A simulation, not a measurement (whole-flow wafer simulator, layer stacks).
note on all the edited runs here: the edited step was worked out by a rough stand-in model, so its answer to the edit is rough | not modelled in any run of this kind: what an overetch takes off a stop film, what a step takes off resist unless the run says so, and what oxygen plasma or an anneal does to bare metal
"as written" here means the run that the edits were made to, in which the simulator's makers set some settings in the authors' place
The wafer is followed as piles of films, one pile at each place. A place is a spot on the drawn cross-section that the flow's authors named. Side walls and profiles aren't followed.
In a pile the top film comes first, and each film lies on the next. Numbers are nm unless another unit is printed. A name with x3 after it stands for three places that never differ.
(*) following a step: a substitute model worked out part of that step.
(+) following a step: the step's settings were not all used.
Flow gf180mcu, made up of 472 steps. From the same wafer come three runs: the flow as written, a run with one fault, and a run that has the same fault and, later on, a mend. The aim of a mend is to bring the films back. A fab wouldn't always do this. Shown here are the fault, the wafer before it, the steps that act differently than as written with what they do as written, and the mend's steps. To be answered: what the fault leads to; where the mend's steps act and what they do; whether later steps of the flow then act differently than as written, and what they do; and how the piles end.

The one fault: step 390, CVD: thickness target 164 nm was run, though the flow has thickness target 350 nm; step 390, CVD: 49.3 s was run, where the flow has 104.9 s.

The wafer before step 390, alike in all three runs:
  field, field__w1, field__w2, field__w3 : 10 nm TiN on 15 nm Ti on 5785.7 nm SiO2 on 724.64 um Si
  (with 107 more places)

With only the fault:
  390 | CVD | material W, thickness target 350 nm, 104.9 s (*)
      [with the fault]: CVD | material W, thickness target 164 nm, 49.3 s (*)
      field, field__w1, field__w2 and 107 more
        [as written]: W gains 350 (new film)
        [with the fault]: W gains 166.1 (new film)
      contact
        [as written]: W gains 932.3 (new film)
        [with the fault]: W gains 748.4 (new film)
  Steps later in the flow that act otherwise than as written:
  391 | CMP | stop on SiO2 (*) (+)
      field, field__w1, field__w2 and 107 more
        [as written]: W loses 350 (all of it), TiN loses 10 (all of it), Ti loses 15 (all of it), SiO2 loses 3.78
        [with the fault]: W loses 166.1 (all of it), TiN loses 10 (all of it), Ti loses 15 (all of it), SiO2 loses 1.93
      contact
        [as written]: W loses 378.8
        [with the fault]: W loses 193
  The piles end only slightly different from the flow's at the places that both follow, by no more than 2% or 0.5 nm, whichever is larger.

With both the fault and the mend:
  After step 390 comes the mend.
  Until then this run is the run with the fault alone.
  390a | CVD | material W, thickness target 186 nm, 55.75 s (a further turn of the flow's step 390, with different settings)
      field, field__w1, field__w2 and 108 more
        W gains 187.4
  Every later step of the flow that is run acts as written, at every place that is followed, to within 2% or 0.5 nm, whichever is larger.
  The piles end only slightly different from the flow's at the places that both follow, by no more than 2% or 0.5 nm, whichever is larger.
